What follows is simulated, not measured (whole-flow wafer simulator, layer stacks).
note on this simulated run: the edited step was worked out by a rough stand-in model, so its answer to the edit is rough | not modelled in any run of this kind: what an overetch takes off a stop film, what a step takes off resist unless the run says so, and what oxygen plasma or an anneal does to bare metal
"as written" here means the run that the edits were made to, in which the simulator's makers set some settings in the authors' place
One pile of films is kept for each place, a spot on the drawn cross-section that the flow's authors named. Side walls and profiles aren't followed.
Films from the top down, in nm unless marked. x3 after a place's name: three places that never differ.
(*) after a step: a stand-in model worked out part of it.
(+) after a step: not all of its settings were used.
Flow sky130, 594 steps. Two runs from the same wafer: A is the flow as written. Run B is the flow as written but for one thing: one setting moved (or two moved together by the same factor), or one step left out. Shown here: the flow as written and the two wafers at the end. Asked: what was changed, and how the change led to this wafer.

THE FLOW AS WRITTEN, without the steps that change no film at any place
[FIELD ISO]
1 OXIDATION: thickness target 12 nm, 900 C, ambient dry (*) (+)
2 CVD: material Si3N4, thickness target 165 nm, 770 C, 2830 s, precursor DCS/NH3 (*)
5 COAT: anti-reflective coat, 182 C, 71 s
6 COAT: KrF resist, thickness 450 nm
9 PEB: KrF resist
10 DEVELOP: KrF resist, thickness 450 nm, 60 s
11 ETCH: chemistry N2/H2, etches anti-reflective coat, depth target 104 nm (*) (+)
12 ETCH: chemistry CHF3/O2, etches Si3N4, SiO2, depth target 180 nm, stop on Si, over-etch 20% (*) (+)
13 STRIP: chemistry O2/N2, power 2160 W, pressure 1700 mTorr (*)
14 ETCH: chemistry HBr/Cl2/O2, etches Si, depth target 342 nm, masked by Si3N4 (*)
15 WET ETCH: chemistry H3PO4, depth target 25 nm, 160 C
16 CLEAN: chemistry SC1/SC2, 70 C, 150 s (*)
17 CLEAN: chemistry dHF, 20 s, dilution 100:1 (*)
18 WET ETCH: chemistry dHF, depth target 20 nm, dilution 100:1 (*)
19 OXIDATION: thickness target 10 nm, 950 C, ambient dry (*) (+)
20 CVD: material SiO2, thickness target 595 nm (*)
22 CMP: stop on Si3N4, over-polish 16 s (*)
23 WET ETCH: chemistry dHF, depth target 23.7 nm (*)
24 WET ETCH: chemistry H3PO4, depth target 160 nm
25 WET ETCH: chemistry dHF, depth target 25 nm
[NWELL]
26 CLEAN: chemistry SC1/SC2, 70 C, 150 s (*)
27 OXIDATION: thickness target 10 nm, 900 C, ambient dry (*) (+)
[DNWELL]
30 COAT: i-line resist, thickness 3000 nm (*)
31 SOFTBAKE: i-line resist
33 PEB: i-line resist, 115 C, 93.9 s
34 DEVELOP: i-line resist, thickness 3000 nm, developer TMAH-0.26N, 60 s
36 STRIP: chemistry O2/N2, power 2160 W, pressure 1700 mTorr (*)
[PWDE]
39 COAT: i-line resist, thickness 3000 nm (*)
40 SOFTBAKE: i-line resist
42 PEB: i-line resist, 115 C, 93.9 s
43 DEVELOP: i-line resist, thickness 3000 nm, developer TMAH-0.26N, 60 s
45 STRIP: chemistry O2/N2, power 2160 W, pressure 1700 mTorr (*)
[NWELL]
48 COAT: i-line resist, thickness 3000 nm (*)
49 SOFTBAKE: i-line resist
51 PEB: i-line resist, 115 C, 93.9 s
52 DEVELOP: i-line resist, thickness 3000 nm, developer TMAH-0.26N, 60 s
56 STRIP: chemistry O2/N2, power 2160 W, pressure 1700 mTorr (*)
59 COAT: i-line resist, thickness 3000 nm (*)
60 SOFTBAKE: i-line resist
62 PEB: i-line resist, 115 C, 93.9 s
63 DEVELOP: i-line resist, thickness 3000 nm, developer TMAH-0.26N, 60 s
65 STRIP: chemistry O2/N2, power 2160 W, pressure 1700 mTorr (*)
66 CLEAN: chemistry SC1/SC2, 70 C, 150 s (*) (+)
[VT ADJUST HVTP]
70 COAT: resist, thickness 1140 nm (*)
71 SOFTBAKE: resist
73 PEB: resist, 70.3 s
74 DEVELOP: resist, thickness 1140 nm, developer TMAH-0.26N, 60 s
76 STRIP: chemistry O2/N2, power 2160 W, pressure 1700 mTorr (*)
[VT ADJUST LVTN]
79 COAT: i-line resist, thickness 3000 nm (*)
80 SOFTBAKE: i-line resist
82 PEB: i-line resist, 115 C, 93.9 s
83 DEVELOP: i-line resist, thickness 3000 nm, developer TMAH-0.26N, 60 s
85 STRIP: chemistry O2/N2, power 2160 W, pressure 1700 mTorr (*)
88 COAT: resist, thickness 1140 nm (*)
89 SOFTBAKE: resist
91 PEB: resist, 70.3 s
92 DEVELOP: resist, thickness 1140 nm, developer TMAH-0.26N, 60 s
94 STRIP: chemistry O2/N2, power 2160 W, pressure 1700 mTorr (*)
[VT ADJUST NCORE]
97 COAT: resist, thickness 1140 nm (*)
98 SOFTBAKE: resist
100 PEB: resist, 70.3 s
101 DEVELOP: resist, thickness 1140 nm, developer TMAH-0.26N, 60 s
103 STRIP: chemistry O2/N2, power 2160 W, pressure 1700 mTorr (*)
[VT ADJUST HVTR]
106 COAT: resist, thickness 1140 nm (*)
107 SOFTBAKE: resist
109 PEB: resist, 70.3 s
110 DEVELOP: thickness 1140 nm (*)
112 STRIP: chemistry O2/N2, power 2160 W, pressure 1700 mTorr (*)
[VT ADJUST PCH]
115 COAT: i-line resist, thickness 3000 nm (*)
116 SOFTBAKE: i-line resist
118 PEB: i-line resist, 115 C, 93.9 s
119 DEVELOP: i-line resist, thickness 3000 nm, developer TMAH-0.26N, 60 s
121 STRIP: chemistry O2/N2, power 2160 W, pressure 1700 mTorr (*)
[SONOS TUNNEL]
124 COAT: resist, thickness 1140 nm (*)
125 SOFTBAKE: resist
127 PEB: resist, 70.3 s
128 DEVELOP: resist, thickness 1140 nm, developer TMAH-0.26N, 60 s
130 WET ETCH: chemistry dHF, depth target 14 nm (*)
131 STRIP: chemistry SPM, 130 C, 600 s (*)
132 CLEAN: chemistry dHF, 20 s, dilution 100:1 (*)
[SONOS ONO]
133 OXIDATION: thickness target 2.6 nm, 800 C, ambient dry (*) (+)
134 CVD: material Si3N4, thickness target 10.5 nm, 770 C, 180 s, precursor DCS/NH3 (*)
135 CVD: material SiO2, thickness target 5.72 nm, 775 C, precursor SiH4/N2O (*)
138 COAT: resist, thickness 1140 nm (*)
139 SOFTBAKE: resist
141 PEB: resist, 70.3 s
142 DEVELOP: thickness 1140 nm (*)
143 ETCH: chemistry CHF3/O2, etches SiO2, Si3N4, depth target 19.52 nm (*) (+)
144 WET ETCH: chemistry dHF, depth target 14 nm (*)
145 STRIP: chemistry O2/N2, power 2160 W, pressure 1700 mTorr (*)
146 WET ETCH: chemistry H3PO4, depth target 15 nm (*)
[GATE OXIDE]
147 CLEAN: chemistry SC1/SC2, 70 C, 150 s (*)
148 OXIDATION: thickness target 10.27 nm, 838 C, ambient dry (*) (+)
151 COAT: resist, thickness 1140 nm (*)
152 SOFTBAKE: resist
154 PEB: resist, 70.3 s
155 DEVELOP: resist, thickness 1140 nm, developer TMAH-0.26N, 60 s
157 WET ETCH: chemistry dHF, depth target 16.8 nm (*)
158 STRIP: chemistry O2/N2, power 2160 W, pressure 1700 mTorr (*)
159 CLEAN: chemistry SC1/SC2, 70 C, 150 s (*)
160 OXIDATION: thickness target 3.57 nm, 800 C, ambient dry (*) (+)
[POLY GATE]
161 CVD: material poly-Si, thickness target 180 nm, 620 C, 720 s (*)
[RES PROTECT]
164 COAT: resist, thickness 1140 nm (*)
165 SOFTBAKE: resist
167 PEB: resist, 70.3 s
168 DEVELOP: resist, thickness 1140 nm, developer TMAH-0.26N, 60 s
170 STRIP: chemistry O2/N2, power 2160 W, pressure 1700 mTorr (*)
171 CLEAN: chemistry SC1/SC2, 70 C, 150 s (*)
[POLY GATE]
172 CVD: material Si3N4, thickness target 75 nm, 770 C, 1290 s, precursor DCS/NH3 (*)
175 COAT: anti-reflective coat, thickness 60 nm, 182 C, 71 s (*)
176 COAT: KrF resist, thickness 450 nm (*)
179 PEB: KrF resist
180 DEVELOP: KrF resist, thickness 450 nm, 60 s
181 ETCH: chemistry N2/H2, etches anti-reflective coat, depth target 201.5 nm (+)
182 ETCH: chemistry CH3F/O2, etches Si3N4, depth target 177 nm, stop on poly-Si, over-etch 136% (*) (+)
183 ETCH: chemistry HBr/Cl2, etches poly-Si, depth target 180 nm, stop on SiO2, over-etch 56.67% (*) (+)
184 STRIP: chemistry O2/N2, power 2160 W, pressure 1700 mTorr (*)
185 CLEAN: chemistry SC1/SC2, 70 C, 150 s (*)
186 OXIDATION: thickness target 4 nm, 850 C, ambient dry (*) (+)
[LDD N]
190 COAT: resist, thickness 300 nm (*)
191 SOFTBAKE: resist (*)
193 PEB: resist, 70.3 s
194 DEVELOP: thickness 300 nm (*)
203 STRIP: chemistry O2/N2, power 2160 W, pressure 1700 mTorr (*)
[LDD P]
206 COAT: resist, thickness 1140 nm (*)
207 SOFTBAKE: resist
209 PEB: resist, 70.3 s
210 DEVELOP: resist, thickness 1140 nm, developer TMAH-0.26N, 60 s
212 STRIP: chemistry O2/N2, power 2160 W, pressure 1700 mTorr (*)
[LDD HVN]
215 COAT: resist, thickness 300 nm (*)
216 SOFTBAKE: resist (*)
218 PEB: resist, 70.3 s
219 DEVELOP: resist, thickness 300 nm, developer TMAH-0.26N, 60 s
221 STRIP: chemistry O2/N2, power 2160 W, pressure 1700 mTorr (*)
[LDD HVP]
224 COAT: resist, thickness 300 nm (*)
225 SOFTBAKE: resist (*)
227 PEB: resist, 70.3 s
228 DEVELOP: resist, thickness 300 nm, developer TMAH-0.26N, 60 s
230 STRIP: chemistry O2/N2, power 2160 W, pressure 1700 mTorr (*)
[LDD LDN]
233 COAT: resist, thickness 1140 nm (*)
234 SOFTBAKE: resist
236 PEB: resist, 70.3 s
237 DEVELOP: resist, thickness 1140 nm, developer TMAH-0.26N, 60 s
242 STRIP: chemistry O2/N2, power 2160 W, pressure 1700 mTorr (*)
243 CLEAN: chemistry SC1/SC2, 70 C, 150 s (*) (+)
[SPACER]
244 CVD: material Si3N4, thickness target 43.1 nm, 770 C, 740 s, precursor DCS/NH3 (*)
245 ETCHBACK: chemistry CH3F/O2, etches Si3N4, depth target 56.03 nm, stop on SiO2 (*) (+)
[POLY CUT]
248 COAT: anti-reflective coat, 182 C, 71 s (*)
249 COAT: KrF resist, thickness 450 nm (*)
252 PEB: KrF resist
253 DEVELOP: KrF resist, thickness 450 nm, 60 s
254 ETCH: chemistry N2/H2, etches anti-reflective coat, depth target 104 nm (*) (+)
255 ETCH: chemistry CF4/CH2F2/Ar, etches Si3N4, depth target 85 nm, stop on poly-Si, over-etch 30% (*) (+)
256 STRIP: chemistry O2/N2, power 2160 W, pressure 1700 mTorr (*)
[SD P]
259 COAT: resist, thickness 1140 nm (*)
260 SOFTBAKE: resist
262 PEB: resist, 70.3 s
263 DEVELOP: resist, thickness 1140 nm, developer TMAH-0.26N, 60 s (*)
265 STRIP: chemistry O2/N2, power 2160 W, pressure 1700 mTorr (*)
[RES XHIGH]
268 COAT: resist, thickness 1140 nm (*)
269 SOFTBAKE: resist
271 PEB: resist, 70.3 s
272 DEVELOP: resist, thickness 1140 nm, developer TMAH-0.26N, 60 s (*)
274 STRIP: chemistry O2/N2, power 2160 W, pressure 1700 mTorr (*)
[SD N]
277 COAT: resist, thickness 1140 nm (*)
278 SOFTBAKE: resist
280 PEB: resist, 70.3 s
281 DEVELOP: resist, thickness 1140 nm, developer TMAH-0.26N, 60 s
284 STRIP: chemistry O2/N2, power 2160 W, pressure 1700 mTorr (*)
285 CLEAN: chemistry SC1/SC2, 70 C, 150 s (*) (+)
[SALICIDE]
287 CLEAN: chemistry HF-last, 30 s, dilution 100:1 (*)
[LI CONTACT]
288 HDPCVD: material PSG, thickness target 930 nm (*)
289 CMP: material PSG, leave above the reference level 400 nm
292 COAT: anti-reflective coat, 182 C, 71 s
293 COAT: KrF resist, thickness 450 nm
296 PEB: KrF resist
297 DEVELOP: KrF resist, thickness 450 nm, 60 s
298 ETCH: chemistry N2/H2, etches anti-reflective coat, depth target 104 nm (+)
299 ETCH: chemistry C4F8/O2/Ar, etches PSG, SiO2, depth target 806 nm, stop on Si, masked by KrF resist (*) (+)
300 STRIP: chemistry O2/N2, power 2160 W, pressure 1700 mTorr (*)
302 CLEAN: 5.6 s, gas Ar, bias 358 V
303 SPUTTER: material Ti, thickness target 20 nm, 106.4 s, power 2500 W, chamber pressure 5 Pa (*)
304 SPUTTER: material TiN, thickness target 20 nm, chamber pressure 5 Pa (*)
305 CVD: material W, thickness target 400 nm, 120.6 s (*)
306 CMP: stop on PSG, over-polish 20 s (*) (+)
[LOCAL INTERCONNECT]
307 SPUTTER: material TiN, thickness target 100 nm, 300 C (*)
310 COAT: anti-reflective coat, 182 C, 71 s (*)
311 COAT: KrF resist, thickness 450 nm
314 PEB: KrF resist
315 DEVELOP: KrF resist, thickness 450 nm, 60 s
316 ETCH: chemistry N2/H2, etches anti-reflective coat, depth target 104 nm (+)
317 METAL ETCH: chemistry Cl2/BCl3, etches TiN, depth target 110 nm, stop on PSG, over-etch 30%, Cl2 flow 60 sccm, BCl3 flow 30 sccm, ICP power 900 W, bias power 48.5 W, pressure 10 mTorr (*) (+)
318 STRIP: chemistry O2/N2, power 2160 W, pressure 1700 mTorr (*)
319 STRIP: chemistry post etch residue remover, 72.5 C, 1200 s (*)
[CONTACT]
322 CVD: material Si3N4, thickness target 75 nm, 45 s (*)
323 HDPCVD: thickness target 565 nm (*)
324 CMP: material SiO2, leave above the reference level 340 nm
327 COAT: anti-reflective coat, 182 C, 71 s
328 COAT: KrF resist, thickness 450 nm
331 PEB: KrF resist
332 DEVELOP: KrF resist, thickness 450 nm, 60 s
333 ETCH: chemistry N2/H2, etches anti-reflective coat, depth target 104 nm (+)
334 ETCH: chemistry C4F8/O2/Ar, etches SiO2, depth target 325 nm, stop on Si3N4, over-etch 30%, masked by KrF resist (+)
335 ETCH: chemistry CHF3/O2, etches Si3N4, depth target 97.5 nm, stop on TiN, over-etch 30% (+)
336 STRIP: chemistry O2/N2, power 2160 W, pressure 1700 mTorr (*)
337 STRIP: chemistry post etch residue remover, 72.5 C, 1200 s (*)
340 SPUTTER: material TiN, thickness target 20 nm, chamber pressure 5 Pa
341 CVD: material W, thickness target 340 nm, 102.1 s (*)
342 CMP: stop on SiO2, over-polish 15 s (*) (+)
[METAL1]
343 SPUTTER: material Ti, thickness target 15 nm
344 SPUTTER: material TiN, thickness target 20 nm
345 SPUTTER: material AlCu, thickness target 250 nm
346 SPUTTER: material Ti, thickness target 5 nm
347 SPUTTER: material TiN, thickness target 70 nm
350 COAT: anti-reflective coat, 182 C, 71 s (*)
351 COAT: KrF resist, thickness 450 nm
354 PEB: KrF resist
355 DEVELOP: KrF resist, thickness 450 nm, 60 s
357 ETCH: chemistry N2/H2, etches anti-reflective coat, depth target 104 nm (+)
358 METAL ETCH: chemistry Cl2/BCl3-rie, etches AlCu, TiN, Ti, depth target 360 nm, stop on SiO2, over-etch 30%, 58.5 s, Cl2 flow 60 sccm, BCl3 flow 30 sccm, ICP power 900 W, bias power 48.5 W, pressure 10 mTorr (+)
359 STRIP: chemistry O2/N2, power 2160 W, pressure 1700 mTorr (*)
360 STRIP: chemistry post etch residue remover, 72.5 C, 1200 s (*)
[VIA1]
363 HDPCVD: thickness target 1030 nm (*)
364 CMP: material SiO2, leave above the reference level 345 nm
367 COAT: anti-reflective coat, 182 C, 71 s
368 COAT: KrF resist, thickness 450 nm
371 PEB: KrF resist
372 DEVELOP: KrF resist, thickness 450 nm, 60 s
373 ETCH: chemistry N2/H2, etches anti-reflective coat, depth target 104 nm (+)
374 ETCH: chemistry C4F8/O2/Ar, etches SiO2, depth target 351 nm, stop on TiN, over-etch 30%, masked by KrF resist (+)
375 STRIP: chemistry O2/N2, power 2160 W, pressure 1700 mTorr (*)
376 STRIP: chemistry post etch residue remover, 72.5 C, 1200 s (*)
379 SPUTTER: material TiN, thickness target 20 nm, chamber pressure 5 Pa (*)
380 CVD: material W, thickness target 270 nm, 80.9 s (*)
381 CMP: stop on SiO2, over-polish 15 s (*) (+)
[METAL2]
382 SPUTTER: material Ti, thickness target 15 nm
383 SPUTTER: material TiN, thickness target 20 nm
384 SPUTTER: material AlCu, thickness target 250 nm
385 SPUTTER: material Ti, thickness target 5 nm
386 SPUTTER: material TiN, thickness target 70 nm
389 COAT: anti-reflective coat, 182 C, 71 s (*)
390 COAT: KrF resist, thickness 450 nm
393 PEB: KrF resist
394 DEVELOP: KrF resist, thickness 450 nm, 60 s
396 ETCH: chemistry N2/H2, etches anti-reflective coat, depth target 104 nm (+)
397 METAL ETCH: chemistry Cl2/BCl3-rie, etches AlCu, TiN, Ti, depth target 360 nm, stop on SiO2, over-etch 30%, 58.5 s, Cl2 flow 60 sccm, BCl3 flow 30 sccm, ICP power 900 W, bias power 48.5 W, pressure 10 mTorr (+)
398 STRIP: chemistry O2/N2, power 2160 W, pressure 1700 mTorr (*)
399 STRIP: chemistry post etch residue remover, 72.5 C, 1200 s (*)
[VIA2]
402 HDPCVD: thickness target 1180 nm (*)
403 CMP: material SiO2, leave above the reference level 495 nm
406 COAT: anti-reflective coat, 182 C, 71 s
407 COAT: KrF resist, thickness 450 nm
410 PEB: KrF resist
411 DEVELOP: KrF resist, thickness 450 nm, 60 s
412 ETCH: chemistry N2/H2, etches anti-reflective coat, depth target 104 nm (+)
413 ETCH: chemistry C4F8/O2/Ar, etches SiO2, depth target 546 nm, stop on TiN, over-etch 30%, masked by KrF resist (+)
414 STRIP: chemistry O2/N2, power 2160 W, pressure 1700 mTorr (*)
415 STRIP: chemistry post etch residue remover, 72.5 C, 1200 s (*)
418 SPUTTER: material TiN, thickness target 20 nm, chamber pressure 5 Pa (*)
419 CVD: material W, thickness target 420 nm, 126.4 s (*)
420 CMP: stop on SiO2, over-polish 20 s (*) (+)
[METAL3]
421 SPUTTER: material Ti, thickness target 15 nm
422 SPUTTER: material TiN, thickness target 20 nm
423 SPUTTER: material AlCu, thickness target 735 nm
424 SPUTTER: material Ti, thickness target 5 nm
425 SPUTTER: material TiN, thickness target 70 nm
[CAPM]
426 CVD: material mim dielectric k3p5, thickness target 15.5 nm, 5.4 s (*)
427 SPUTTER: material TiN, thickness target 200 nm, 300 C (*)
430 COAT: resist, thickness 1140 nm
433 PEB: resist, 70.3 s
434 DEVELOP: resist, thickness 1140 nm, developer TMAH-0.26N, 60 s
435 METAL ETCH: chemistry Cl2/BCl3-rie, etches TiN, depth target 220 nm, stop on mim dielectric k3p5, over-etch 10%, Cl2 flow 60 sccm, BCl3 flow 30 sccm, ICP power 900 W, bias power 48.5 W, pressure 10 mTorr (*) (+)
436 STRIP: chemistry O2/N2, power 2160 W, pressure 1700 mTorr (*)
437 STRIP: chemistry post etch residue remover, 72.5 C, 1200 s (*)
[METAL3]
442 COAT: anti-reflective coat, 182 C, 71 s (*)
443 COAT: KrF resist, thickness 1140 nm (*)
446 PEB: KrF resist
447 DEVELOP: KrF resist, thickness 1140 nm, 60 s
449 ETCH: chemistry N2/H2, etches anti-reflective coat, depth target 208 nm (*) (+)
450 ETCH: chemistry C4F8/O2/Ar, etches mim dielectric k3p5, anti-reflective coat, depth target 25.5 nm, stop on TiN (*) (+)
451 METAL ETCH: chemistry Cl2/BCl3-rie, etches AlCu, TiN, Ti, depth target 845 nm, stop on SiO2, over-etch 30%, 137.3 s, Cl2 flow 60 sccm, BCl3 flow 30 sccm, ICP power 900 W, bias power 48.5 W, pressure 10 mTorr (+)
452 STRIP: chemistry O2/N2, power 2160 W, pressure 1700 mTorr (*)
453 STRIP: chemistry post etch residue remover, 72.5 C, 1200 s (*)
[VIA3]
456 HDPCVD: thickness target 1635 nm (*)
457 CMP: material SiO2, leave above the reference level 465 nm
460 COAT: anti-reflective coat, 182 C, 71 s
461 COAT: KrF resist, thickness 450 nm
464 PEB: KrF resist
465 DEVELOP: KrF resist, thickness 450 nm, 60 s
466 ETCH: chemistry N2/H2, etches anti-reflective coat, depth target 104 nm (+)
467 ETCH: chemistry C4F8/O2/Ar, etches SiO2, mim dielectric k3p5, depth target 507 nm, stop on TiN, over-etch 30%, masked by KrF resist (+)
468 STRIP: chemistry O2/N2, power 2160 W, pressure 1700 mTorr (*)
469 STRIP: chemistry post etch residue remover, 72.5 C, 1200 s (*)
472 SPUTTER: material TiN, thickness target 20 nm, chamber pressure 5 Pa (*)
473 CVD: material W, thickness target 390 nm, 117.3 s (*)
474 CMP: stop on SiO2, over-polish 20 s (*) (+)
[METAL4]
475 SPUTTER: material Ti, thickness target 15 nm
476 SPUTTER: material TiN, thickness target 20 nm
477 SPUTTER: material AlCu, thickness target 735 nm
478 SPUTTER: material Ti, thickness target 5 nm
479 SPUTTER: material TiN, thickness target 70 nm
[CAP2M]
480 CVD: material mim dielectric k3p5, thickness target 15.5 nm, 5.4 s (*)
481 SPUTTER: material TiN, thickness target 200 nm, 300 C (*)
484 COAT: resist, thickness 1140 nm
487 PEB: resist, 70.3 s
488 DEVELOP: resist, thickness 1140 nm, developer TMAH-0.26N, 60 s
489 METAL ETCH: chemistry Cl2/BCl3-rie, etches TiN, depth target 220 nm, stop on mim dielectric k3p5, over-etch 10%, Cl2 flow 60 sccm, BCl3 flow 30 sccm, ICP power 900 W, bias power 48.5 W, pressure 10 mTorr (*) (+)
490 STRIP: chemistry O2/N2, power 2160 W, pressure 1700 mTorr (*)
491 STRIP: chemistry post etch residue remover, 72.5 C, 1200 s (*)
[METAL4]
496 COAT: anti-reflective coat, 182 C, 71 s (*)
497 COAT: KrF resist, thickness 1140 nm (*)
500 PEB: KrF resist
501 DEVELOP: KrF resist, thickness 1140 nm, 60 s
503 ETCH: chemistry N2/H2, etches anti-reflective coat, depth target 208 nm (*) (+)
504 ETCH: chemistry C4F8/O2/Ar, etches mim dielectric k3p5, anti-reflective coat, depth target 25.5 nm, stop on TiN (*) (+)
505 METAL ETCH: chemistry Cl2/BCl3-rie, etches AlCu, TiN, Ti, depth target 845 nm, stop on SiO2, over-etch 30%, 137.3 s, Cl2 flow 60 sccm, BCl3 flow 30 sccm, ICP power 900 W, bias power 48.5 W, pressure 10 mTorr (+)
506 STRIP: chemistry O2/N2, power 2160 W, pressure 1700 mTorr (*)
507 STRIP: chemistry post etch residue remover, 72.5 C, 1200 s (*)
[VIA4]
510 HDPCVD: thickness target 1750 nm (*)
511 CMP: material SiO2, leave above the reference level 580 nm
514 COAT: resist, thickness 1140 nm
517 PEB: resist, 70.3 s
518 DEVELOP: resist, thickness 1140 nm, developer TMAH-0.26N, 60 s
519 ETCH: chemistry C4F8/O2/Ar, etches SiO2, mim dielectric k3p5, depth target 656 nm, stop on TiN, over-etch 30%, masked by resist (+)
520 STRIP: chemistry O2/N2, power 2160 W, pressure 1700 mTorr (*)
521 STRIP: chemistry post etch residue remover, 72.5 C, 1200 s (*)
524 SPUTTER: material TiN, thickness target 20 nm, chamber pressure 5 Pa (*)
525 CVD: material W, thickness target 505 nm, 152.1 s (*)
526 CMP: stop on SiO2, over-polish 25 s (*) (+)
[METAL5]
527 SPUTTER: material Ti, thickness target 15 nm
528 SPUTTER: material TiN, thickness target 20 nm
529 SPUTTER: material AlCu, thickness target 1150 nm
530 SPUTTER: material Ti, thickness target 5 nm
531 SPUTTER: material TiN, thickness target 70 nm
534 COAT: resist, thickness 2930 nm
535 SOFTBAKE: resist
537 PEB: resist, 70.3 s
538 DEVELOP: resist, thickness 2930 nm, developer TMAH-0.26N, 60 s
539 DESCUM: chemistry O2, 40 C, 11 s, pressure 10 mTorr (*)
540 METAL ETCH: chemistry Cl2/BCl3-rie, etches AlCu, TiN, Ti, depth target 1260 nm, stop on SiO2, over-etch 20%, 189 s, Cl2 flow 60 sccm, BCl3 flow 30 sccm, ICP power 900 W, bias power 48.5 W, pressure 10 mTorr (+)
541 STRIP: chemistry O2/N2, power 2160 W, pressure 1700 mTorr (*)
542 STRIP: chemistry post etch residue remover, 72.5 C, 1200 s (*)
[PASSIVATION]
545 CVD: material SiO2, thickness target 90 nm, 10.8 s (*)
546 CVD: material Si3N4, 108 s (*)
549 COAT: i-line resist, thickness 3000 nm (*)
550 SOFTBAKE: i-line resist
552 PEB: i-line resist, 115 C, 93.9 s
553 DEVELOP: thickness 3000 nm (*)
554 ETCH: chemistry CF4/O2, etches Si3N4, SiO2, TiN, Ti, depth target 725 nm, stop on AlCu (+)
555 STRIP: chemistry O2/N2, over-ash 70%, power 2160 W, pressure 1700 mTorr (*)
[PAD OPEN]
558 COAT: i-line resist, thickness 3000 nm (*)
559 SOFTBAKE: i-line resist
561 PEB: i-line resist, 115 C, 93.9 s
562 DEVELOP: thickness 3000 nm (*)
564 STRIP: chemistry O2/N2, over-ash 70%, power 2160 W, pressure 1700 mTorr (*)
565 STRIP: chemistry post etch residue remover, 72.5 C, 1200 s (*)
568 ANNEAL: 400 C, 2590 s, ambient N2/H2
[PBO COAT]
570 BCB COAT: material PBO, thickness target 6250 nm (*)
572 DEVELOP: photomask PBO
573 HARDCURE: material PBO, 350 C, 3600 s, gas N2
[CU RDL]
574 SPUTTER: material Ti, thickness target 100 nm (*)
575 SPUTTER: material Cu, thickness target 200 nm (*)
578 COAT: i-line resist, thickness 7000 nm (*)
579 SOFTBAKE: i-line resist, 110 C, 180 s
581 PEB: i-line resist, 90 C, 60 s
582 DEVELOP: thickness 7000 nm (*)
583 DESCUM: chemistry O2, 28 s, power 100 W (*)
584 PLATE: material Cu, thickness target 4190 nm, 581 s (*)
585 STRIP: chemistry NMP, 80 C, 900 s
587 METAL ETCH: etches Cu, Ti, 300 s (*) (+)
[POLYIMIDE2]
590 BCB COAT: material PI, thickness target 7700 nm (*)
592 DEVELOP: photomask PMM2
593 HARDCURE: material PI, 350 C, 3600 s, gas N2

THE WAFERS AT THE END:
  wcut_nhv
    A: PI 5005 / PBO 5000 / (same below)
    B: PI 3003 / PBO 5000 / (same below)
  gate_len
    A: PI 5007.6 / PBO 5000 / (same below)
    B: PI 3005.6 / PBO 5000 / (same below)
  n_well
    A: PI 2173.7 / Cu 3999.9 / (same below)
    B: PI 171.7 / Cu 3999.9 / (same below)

The cause: step 590, BCB COAT: thickness target 4620 nm was run, where the flow has thickness target 7700 nm.

How the change led to this, step by step:
  590 BCB COAT: material PI, thickness target 7700 nm (*)
      de16_gate_nw: A PI +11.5 um (new film) | B PI +8254.2 (new film)
      dice_street, wcut_nhv, wcut_phv and 14 more: A PI +7700 (new film) | B PI +4620 (new film)
      (and at 175 more places)
  592 DEVELOP: photomask PMM2
      pad: A PI -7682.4 (all of it) | B PI -4602.4 (all of it)
  593 HARDCURE: material PI, 350 C, 3600 s, gas N2
      dice_street, wcut_nhv, wcut_phv and 21 more: A PI -2695 | B PI -1617
      n_well, p_well, sd_n, sd_p: A PI -1170.4 | B PI -92.5
      (and at 164 more places)
